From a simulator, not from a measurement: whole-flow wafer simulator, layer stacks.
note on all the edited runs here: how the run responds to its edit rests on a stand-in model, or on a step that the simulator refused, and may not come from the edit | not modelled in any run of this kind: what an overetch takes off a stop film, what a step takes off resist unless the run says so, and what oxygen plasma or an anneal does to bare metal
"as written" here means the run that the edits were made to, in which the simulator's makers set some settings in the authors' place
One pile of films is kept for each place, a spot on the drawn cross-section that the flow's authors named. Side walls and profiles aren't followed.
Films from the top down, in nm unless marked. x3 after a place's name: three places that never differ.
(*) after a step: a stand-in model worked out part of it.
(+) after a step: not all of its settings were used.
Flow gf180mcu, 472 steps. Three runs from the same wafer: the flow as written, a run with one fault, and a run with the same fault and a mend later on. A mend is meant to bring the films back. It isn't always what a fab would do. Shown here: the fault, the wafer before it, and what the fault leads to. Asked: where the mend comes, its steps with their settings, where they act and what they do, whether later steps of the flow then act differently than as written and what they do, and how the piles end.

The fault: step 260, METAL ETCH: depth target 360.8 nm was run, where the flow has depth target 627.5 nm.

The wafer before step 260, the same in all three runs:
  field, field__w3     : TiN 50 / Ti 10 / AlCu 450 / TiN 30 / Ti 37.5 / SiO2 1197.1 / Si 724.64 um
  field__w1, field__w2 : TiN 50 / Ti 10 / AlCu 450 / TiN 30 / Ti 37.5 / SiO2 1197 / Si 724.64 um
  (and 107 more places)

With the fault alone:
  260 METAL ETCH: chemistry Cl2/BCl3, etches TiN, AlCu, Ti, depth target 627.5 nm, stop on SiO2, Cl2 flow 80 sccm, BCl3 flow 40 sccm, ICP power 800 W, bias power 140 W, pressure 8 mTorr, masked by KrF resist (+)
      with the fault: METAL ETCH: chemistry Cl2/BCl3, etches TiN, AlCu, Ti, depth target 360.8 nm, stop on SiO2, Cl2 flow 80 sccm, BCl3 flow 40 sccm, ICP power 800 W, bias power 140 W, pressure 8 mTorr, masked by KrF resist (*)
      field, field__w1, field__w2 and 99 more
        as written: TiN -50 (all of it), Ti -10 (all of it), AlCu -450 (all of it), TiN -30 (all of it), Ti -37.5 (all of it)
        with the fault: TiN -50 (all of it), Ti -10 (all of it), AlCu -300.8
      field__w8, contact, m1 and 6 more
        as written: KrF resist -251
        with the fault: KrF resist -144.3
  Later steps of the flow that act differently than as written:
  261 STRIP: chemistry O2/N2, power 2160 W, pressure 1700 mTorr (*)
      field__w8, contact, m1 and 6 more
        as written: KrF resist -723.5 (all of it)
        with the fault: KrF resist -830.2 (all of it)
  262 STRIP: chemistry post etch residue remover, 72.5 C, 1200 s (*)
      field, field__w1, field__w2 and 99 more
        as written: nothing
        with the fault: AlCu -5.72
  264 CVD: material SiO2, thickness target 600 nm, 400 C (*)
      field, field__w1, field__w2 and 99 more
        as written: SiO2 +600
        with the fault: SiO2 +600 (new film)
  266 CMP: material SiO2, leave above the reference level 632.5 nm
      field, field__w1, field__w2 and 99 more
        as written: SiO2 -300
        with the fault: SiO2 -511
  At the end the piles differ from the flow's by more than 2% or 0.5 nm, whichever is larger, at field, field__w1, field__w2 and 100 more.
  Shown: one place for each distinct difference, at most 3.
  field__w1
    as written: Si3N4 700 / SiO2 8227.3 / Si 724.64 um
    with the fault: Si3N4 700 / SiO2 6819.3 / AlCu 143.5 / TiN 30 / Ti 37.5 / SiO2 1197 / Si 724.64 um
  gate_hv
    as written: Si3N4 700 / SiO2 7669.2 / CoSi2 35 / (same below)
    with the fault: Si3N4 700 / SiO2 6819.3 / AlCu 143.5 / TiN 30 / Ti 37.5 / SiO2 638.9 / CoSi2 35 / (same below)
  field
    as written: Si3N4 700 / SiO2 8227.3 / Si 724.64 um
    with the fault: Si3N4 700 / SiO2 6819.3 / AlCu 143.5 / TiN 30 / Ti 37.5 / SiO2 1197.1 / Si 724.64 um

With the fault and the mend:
  The mend comes after step 262.
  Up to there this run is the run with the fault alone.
  262a DEHYDRATE: 200 C, 60 s (the flow's step 253 once more)
      changes no film at any place that is followed
  262b HMDS: 120 C, 60 s (the flow's step 254 once more)
      changes no film at any place that is followed
  262c COAT: KrF resist, thickness 1000 nm (*) (the flow's step 255 once more)
      iso_ptap_pw, iso_ntap_nw, iso_nw_fld and 33 more
        KrF resist +1000 (new film)
      field_sub__w2, field_sub__w4, gate and 10 more
        KrF resist +1002.3 (new film)
      p_well, sti, spacer and 7 more
        KrF resist +1002.5 (new film)
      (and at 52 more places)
  262d SOFTBAKE: KrF resist (the flow's step 256 once more)
      changes no film at any place that is followed
  262e EXPOSE: photomask Metal1 (the flow's step 257 once more)
      changes no film at any place that is followed
  262f PEB: KrF resist, 135 C, 90 s (the flow's step 258 once more)
      field__w1, field__w2, field__w3 and 57 more
        KrF resist -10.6
      iso_ptap_pw, iso_ntap_nw, iso_nw_fld and 33 more
        KrF resist -10.5
      sd_p, gate_p, nw_sep_fld
        KrF resist -10.7
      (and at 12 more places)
  262g DEVELOP: thickness 1000 nm, 60 s (the flow's step 259 once more)
      iso_ptap_pw, iso_ntap_nw, iso_nw_fld and 33 more
        KrF resist -989.5 (all of it)
      field_sub__w2, field_sub__w4, active and 10 more
        KrF resist -991.7 (all of it)
      field__w5, field__w9, field_sub__w1 and 7 more
        KrF resist -991.8 (all of it)
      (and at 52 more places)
  262h METAL ETCH: chemistry Cl2/BCl3, etches TiN, AlCu, Ti, depth target 266.7 nm, stop on SiO2, Cl2 flow 80 sccm, BCl3 flow 40 sccm, ICP power 800 W, bias power 140 W, pressure 8 mTorr, masked by KrF resist (+) (the flow's step 260 once more, with other settings)
      field, field__w1, field__w2 and 99 more
        AlCu -143.5 (all of it), TiN -30 (all of it), Ti -37.5 (all of it)
      field__w8, contact, m1 and 6 more
        KrF resist -106.7
  262i STRIP: chemistry O2/N2, power 2160 W, pressure 1700 mTorr (*) (the flow's step 261 once more)
      field__w8
        KrF resist -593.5 (all of it)
      contact
        KrF resist -591.6 (all of it)
      m1
        KrF resist -593.7 (all of it)
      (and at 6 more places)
  262j STRIP: chemistry post etch residue remover, 72.5 C, 1200 s (*) (the flow's step 262 once more)
      field__w8, contact, m1 and 6 more
        TiN -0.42
  No later step of the flow acts differently than as written, at any place that is followed, by more than 2% or 0.5 nm, whichever is larger.
  At the end the piles differ from the flow's only slightly at the places that both follow, by at most 2% or 0.5 nm, whichever is larger.
